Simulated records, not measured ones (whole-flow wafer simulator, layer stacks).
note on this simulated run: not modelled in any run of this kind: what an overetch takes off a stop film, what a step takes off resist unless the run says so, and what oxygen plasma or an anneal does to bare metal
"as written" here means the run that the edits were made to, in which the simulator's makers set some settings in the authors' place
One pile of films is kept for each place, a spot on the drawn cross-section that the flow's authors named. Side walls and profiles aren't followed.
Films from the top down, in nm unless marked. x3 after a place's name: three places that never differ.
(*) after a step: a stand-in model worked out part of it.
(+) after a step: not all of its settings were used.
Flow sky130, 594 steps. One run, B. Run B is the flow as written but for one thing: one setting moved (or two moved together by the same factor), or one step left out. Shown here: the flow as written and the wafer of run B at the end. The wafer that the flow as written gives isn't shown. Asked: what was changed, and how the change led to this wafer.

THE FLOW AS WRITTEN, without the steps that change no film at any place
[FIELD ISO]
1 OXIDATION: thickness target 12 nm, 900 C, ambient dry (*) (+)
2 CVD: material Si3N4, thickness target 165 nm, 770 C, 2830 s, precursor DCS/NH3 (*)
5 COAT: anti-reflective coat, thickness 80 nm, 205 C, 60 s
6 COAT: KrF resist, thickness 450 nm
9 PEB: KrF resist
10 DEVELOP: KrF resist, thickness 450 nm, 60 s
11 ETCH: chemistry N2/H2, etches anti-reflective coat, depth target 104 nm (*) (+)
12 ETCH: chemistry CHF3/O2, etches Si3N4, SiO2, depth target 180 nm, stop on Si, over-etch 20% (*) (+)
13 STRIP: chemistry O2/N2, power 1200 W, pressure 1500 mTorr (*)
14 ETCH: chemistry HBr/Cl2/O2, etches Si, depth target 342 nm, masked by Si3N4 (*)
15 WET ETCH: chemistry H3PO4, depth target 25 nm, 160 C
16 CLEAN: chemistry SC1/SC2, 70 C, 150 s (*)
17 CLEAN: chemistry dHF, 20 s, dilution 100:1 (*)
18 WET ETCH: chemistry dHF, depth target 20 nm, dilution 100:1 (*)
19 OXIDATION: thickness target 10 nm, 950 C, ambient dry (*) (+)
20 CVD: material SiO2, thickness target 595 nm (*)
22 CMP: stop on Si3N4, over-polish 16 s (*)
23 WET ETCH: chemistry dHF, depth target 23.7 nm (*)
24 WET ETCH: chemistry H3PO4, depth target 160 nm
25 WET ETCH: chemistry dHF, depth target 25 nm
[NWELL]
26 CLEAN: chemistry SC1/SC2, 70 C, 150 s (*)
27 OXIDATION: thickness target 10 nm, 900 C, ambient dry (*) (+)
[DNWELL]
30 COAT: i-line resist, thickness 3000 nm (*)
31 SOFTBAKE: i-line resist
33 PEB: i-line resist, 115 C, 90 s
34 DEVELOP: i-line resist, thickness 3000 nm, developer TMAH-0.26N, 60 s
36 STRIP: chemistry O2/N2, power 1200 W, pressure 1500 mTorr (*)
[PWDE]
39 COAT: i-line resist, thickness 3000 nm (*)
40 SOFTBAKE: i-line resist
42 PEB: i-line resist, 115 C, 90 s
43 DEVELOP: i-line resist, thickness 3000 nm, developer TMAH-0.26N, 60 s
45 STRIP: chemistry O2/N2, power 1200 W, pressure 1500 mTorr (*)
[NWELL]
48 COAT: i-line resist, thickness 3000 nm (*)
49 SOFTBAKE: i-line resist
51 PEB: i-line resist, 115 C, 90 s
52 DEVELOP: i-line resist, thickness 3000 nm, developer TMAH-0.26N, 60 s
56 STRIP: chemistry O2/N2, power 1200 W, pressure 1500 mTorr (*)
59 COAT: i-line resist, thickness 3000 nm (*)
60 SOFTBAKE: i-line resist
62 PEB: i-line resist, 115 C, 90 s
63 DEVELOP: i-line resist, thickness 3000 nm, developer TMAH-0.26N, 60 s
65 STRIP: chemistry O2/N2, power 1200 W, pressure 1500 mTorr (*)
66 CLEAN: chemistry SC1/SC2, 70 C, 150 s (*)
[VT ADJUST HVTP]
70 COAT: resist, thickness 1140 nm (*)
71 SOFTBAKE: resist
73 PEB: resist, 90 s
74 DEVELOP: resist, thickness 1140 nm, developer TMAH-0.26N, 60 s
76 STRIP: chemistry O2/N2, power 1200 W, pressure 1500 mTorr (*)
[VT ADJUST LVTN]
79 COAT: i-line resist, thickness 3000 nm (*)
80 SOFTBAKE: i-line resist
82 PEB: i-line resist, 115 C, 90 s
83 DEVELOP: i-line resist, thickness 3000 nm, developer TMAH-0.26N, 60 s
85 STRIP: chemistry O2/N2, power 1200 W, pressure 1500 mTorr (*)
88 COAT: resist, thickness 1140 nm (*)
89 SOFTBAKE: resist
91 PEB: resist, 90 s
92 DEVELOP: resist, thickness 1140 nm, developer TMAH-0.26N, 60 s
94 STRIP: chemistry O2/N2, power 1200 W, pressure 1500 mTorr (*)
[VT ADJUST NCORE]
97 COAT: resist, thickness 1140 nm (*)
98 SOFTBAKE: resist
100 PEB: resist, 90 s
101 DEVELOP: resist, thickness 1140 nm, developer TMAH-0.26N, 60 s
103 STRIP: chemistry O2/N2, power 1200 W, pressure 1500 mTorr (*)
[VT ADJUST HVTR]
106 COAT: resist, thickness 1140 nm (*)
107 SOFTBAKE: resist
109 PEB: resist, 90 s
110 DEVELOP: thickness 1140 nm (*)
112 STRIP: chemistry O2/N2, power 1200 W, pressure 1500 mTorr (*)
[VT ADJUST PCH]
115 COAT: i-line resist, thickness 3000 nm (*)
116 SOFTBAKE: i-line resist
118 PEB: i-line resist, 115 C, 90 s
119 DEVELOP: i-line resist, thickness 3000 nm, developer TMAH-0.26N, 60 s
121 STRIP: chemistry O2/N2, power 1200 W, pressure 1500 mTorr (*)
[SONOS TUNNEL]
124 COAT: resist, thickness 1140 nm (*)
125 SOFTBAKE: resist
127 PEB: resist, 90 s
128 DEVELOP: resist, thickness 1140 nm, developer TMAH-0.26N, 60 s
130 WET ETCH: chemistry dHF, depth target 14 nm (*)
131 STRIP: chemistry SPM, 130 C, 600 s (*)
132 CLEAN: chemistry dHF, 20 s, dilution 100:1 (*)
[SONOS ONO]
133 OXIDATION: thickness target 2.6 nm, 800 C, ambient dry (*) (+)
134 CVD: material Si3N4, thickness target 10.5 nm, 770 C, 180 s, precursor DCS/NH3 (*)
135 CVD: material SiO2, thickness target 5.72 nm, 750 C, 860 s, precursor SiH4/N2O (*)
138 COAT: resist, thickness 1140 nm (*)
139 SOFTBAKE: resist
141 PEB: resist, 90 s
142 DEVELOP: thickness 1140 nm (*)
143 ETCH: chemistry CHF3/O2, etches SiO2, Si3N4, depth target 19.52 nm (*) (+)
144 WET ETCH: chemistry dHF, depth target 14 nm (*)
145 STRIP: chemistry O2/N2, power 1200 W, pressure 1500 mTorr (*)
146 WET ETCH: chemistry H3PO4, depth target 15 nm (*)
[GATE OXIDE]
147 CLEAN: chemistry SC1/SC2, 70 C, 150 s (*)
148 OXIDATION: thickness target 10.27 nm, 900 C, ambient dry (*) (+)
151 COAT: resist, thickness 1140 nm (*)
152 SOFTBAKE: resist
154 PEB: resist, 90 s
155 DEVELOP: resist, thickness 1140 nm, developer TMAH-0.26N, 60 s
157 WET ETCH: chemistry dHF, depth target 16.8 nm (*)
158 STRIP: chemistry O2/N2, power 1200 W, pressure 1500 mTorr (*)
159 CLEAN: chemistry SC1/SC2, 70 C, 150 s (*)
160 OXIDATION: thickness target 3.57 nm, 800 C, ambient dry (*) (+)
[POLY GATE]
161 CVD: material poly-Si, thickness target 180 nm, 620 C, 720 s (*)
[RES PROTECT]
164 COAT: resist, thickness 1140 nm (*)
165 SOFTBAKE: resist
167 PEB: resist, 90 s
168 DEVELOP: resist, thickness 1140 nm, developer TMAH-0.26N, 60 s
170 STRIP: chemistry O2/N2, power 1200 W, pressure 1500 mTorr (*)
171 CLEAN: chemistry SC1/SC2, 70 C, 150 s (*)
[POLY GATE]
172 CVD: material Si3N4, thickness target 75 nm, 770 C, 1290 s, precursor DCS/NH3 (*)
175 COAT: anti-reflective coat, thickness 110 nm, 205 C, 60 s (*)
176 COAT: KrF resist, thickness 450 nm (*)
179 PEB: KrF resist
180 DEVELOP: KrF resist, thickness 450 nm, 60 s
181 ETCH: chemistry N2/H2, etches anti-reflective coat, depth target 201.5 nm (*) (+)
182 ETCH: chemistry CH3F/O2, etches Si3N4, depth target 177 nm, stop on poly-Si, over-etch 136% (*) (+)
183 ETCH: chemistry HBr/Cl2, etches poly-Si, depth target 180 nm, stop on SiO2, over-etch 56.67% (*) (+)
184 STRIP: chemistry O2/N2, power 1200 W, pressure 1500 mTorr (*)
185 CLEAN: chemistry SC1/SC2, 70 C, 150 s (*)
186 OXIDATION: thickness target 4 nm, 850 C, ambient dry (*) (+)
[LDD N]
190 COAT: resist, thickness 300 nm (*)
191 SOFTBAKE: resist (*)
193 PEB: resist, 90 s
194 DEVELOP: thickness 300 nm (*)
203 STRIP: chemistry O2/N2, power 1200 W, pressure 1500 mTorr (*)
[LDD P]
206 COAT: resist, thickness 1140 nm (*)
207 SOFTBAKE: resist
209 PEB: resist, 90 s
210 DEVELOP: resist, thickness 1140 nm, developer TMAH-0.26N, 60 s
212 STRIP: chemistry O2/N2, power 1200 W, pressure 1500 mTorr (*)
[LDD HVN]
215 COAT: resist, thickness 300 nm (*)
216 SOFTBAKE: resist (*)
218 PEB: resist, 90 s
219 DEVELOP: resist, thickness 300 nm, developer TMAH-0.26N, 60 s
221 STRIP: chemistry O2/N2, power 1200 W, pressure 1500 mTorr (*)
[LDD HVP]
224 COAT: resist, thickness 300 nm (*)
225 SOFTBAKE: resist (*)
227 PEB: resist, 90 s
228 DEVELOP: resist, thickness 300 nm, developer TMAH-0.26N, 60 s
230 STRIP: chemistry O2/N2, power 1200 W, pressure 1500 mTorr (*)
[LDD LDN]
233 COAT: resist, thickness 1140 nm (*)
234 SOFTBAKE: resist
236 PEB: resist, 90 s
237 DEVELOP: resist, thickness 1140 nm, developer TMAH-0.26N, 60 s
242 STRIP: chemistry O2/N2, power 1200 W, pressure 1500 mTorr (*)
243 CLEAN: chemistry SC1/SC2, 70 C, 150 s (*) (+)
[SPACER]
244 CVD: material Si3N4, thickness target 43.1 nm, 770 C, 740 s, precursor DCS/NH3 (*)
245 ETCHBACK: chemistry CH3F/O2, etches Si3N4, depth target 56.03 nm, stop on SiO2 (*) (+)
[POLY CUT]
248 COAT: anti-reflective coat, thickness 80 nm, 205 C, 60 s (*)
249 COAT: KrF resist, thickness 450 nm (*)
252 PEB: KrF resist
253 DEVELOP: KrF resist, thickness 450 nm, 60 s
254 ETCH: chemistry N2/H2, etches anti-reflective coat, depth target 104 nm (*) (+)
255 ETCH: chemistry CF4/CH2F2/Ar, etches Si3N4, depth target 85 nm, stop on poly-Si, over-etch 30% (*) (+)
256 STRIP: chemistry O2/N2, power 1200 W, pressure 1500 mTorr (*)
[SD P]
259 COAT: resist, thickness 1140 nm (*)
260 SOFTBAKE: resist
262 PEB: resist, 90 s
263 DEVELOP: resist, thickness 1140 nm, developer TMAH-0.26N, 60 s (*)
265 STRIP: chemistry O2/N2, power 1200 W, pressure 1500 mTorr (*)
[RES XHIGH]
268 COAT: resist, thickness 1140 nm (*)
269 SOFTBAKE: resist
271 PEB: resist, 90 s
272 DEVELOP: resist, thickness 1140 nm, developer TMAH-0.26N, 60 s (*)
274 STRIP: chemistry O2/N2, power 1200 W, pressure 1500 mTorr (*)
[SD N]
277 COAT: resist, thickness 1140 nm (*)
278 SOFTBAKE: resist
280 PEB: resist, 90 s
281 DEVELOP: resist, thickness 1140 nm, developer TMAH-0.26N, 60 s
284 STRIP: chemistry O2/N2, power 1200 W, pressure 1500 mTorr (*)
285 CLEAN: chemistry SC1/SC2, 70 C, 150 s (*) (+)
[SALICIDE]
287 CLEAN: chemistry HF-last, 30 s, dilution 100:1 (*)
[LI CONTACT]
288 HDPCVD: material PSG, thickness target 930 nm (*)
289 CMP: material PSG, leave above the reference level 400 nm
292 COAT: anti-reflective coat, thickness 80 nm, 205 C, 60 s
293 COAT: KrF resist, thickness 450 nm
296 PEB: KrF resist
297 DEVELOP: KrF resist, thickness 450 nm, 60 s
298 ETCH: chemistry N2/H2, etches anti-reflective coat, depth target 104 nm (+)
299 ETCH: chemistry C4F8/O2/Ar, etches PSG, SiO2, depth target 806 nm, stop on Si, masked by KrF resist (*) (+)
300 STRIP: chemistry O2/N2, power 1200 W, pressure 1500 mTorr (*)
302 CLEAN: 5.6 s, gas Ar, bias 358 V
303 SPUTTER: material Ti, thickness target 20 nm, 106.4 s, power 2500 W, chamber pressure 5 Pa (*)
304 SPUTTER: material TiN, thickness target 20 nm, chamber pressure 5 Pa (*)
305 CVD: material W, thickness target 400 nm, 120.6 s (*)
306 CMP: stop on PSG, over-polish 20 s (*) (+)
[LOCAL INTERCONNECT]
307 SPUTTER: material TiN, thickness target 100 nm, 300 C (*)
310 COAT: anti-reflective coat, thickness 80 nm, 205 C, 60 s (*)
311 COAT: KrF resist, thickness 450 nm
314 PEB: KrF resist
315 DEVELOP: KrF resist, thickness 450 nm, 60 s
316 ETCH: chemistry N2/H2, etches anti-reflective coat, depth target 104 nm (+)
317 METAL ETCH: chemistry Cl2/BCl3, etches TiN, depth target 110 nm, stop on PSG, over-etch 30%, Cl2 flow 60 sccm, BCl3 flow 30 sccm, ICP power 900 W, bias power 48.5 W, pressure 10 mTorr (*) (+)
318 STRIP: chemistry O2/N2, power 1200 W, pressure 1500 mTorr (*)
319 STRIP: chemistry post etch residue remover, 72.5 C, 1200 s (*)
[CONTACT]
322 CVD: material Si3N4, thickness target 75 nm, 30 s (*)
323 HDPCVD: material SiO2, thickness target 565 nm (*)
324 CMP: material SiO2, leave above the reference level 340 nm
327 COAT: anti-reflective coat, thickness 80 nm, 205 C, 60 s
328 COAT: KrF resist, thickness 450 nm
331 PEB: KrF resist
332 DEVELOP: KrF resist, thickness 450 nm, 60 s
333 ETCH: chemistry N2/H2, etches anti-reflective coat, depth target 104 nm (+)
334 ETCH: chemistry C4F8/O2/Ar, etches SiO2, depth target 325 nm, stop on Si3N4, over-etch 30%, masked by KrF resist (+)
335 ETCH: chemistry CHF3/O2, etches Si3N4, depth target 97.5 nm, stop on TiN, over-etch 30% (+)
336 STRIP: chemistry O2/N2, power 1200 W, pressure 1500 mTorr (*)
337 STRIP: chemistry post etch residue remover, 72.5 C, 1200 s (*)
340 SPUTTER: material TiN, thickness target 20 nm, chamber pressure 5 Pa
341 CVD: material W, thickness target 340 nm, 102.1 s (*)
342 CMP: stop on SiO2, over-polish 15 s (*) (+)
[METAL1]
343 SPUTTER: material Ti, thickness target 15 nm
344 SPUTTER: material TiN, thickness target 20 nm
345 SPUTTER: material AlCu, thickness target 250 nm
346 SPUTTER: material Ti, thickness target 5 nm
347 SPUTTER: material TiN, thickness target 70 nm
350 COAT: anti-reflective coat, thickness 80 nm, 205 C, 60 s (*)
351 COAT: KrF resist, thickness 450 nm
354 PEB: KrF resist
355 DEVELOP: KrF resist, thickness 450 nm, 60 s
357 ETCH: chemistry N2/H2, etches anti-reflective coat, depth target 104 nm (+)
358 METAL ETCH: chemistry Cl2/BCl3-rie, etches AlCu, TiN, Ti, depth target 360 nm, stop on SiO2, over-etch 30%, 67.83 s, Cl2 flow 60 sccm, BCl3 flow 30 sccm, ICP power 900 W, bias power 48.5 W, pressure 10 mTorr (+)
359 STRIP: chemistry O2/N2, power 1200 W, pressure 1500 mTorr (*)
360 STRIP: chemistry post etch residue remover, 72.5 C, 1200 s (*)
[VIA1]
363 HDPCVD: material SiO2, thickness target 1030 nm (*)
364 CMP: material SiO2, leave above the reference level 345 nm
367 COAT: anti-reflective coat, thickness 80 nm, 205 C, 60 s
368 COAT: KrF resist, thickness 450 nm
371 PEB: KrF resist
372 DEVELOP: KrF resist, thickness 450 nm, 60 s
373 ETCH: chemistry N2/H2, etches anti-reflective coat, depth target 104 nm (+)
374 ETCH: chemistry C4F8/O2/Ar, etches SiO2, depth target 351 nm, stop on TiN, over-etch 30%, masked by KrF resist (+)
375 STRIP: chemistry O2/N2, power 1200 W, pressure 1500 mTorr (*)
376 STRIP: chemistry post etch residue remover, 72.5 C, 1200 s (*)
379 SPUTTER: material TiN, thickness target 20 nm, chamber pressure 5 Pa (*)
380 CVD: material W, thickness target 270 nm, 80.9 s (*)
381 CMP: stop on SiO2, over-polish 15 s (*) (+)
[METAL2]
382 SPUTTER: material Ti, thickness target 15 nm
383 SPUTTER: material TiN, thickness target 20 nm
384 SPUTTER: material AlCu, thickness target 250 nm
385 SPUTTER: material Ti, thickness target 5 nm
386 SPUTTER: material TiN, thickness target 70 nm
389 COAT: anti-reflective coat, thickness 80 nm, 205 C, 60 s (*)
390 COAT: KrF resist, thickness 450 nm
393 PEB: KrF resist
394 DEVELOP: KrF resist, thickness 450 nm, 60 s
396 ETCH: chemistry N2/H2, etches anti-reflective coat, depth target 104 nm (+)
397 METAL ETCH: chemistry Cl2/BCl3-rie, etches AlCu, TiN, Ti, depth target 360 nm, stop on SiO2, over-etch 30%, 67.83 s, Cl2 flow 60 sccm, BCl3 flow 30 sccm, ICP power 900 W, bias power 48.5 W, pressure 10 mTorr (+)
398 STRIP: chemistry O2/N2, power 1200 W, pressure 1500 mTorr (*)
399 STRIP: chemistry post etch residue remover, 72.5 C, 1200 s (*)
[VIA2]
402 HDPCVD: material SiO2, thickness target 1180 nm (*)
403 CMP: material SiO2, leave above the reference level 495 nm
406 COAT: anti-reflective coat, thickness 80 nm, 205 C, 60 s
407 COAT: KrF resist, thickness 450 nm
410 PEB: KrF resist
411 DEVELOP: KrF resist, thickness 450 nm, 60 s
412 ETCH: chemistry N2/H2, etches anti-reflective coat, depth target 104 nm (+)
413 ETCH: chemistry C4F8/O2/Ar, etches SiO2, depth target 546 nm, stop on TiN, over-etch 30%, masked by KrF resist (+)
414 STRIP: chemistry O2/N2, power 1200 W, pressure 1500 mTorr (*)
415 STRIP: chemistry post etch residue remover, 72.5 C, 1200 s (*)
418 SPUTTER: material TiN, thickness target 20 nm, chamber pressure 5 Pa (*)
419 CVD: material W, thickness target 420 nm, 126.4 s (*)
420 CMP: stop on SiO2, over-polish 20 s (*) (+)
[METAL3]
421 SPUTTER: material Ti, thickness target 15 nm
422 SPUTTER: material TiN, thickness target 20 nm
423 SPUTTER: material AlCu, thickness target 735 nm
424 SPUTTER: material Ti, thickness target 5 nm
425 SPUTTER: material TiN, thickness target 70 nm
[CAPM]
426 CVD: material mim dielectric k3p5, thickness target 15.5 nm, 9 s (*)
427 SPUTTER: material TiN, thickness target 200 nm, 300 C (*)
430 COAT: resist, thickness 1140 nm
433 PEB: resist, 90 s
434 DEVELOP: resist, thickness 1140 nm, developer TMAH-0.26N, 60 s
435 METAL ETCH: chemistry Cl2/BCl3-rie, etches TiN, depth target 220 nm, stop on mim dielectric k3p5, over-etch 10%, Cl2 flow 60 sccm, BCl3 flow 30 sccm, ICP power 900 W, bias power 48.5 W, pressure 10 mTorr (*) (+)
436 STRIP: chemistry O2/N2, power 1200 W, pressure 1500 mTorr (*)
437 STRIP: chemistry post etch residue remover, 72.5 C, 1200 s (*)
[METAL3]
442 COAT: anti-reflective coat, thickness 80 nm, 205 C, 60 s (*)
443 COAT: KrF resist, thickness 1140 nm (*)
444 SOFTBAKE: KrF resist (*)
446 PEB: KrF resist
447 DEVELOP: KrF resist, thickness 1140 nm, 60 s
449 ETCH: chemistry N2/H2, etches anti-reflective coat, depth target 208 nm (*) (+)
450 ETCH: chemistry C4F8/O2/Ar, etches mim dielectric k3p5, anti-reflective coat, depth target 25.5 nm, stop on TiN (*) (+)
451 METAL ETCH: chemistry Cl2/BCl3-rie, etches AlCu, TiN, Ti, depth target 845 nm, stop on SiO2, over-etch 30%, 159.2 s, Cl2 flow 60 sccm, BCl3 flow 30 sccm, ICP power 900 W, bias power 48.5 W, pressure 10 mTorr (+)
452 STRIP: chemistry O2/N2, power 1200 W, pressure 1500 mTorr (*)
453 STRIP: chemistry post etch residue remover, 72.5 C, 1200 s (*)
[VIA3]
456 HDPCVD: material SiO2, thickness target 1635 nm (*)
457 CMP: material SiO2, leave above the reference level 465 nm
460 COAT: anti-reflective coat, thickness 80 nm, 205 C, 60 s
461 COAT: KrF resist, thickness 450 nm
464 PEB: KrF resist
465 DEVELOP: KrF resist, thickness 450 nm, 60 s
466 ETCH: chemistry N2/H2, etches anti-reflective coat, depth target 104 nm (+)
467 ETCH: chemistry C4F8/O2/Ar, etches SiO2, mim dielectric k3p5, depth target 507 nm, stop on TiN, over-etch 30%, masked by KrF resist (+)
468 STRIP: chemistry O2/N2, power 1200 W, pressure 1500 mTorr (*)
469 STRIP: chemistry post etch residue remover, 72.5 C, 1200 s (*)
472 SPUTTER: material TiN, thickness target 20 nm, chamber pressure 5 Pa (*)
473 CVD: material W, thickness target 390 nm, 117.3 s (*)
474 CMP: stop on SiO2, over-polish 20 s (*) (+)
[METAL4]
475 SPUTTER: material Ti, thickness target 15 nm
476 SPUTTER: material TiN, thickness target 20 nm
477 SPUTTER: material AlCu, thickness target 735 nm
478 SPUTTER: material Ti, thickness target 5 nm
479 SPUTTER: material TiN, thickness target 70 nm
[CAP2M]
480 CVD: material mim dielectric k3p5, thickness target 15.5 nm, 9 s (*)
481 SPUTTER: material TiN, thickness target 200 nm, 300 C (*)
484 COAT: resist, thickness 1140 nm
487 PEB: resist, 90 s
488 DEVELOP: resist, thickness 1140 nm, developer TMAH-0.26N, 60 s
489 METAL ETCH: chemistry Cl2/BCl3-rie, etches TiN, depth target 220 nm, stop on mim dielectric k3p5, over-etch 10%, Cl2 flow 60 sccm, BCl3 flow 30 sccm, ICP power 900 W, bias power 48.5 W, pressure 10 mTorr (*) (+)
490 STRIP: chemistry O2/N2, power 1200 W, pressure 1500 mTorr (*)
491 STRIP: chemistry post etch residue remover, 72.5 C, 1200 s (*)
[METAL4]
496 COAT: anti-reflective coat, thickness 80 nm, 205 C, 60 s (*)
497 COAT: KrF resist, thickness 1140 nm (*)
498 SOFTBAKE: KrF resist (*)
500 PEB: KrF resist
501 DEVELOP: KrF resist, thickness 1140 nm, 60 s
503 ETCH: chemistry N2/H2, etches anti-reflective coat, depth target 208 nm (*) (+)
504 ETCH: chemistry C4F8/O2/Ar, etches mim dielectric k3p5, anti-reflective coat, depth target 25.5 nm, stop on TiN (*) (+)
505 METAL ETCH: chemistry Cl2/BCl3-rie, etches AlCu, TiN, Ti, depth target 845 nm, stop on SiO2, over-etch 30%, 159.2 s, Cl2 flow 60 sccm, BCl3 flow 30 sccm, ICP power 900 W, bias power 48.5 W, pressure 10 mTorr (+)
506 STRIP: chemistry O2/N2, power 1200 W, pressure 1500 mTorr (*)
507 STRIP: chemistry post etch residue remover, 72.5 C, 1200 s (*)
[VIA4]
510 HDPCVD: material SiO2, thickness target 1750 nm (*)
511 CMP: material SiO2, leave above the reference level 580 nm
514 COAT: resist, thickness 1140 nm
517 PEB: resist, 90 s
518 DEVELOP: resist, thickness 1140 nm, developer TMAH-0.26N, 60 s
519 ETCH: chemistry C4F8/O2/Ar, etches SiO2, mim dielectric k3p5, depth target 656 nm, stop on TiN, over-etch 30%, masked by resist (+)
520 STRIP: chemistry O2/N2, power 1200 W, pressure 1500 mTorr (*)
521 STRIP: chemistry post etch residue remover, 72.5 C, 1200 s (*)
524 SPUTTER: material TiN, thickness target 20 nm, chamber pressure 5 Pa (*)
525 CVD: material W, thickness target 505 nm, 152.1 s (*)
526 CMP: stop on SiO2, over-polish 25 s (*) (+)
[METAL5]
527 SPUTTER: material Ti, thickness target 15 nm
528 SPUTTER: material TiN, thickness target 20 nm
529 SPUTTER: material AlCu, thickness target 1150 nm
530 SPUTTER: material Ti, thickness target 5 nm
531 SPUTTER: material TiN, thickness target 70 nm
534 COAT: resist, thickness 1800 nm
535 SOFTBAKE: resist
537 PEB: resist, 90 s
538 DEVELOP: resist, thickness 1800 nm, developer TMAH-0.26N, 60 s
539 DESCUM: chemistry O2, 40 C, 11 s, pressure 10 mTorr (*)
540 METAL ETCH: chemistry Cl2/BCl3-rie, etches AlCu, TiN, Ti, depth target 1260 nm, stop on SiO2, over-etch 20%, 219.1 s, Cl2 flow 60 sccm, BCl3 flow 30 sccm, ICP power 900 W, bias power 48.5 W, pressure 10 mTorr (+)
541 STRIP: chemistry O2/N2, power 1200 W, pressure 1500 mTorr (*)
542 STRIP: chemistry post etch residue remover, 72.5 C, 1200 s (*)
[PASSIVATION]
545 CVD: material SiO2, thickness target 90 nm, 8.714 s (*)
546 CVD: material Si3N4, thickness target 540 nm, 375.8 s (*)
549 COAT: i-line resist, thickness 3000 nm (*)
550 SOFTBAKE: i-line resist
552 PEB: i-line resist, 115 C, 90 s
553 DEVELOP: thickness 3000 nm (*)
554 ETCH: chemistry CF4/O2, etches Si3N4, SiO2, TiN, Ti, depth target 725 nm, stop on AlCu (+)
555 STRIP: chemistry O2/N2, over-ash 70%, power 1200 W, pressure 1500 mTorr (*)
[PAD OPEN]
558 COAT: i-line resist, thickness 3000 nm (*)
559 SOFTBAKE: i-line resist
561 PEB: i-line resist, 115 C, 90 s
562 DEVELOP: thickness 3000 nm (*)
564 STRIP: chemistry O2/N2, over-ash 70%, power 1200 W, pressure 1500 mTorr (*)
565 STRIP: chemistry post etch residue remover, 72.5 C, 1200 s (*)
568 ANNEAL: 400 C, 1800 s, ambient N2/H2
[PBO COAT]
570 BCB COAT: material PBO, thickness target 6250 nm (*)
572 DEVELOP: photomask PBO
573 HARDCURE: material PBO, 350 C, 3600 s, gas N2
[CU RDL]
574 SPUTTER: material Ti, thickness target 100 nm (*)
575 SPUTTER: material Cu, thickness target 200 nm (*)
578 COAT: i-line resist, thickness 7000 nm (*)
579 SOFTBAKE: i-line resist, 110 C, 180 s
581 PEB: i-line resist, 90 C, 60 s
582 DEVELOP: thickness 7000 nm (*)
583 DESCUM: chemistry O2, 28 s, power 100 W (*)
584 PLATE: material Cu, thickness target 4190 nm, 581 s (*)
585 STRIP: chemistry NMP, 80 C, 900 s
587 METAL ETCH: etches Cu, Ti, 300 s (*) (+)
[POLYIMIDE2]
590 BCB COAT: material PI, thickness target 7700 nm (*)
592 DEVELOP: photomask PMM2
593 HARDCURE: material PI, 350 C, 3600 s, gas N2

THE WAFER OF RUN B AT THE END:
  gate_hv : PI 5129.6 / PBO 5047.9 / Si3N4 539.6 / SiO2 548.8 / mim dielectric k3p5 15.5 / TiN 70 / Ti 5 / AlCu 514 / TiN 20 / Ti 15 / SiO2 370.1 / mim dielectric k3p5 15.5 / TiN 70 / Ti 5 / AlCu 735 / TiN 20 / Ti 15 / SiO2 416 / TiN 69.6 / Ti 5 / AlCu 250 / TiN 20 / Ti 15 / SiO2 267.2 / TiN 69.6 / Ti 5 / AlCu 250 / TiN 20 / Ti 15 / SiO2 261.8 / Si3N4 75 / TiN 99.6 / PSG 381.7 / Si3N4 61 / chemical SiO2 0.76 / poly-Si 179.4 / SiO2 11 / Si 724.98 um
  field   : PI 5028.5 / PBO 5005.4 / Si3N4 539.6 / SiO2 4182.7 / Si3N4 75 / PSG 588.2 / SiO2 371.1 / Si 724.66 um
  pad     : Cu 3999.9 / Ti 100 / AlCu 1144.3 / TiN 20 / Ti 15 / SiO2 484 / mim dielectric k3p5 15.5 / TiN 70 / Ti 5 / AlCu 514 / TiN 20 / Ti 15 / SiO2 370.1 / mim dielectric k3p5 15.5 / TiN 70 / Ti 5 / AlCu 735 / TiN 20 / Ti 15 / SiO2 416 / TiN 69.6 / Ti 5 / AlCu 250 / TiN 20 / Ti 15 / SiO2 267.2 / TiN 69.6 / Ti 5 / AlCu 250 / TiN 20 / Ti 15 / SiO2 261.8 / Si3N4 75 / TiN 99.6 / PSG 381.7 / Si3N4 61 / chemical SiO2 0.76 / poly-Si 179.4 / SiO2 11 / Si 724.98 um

The cause: step 477, SPUTTER: thickness target 514 nm was run, where the flow has thickness target 735 nm.
It can be read off the wafer: gate_hv has AlCu 514, and step 477 as written asks for 735 nm.

How the change led to this, step by step:
  477 SPUTTER: material AlCu, thickness target 735 nm
      field, active, n_well and 189 more: AlCu +514 (new film) (as written it would be: AlCu +735 (new film))
  505 METAL ETCH: chemistry Cl2/BCl3-rie, etches AlCu, TiN, Ti, depth target 845 nm, stop on SiO2, over-etch 30%, 159.2 s, Cl2 flow 60 sccm, BCl3 flow 30 sccm, ICP power 900 W, bias power 48.5 W, pressure 10 mTorr (+)
      field, active, gate and 63 more: TiN -70 (all of it), Ti -5 (all of it), AlCu -514 (all of it), TiN -20 (all of it), Ti -15 (all of it), SiO2 -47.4 (as written it would be: TiN -70 (all of it), Ti -5 (all of it), AlCu -735 (all of it), TiN -20 (all of it), Ti -15 (all of it), SiO2 -25.4)
      vpp_iso1, m1_ln, poly_licon and 8 more: TiN -70 (all of it), Ti -5 (all of it), AlCu -514 (all of it), TiN -20 (all of it), Ti -15 (all of it), SiO2 -47.4 (as written it would be: TiN -70 (all of it), Ti -5 (all of it), AlCu -735 (all of it), TiN -20 (all of it), Ti -15 (all of it), SiO2 -25.3)
      (and at 11 more places)
  511 CMP: material SiO2, leave above the reference level 580 nm
      field, active, gate and 66 more: SiO2 -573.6 (as written it would be: SiO2 -374.7)
      vpp_ln, vpp_iso2, mim_edge_plate and 7 more: SiO2 -573.5 (as written it would be: SiO2 -374.7)
      (and at 9 more places)
